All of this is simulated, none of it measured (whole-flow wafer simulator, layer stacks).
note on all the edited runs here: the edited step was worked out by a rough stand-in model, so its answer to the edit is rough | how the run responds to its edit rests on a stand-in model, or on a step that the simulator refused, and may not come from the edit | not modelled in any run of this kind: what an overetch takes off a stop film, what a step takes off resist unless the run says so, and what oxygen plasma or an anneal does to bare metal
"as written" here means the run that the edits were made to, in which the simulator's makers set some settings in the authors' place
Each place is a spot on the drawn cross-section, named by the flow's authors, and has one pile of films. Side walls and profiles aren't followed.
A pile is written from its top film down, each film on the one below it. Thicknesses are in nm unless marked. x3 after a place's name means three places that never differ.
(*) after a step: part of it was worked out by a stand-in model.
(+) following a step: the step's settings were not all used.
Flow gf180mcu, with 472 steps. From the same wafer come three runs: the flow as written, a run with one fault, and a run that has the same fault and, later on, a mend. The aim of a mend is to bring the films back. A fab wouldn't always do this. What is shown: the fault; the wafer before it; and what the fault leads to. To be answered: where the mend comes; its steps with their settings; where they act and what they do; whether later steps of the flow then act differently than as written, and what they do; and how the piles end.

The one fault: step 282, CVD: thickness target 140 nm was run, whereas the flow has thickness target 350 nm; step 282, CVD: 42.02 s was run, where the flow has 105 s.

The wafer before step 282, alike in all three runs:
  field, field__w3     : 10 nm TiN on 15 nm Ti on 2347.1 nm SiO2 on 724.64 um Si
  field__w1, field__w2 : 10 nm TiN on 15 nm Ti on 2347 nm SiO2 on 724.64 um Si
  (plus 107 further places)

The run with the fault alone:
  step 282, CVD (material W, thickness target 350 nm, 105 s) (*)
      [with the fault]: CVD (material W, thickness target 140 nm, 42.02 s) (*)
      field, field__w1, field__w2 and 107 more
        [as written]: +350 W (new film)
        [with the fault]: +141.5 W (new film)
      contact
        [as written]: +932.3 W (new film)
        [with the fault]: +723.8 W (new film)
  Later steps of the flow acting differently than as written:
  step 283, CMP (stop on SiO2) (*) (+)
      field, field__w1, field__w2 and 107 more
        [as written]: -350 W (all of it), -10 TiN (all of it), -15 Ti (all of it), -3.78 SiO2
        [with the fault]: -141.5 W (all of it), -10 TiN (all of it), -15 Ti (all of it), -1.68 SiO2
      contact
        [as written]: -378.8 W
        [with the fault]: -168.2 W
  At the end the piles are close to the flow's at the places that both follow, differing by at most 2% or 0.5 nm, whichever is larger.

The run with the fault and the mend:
  The mend stands after step 282.
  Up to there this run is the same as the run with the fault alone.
  step 282a, CVD (material W, thickness target 210 nm, 63.03 s) (the flow's step 282, run once more with other settings)
      field, field__w1, field__w2 and 108 more
        +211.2 W
  Later steps of the flow that are run all act as written at every place that is followed, up to a difference of at most 2% or 0.5 nm, whichever is larger.
  At the end the piles are close to the flow's at the places that both follow, differing by at most 2% or 0.5 nm, whichever is larger.
